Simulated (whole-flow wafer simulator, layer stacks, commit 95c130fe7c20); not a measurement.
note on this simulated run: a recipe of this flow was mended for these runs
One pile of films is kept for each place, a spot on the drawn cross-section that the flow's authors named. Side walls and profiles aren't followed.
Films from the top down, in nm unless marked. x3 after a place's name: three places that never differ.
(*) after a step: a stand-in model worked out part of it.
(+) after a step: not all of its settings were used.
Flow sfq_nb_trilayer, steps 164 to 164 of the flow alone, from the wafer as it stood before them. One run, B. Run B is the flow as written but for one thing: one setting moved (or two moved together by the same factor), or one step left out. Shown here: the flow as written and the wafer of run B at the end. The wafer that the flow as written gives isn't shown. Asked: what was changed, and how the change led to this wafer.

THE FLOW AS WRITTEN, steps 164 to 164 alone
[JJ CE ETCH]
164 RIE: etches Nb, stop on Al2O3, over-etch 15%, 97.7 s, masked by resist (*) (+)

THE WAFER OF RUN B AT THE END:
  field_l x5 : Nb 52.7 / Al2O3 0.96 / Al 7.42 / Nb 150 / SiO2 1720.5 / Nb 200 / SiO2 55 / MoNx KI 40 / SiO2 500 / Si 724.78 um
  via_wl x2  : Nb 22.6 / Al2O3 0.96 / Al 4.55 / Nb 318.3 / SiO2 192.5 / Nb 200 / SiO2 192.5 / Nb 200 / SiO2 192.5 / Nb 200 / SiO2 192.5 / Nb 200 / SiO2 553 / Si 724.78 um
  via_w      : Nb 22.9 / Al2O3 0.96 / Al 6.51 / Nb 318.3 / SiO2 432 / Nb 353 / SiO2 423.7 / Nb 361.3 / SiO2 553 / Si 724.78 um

The cause: step 164, RIE: 58.6 s was run, where the flow has 97.7 s.

How the change led to this, step by step:
  164 RIE: etches Nb, stop on Al2O3, over-etch 15%, 97.7 s, masked by resist (*) (+)
      field_l x5, v_sur x17, via_v and 76 more: Nb -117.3 (as written it would be: Nb -170 (all of it), Al2O3 -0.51)
      via_wl x2: Nb -117.3 (as written it would be: Nb -139.9 (all of it), Al2O3 -0.96 (all of it))
      (and at 5 more places)
Counting metal films that touch as one body, field_l x5 has 4 bodies (between them, from the top down: Al2O3 0.96; SiO2 1720.5; SiO2 55); the flow as written gives 3 bodies (between them, from the top down: SiO2 1720.5; SiO2 55).
Counting metal films that touch as one body, via_wl x2 has 6 bodies (between them, from the top down: Al2O3 0.96; SiO2 192.5; SiO2 192.5; SiO2 192.5; SiO2 192.5); the flow as written gives 5 bodies (between them, from the top down: SiO2 192.5; SiO2 192.5; SiO2 192.5; SiO2 192.5).
Counting metal films that touch as one body, via_w has 4 bodies (between them, from the top down: Al2O3 0.96; SiO2 432; SiO2 423.7); the flow as written gives 3 bodies (between them, from the top down: SiO2 432; SiO2 423.7).
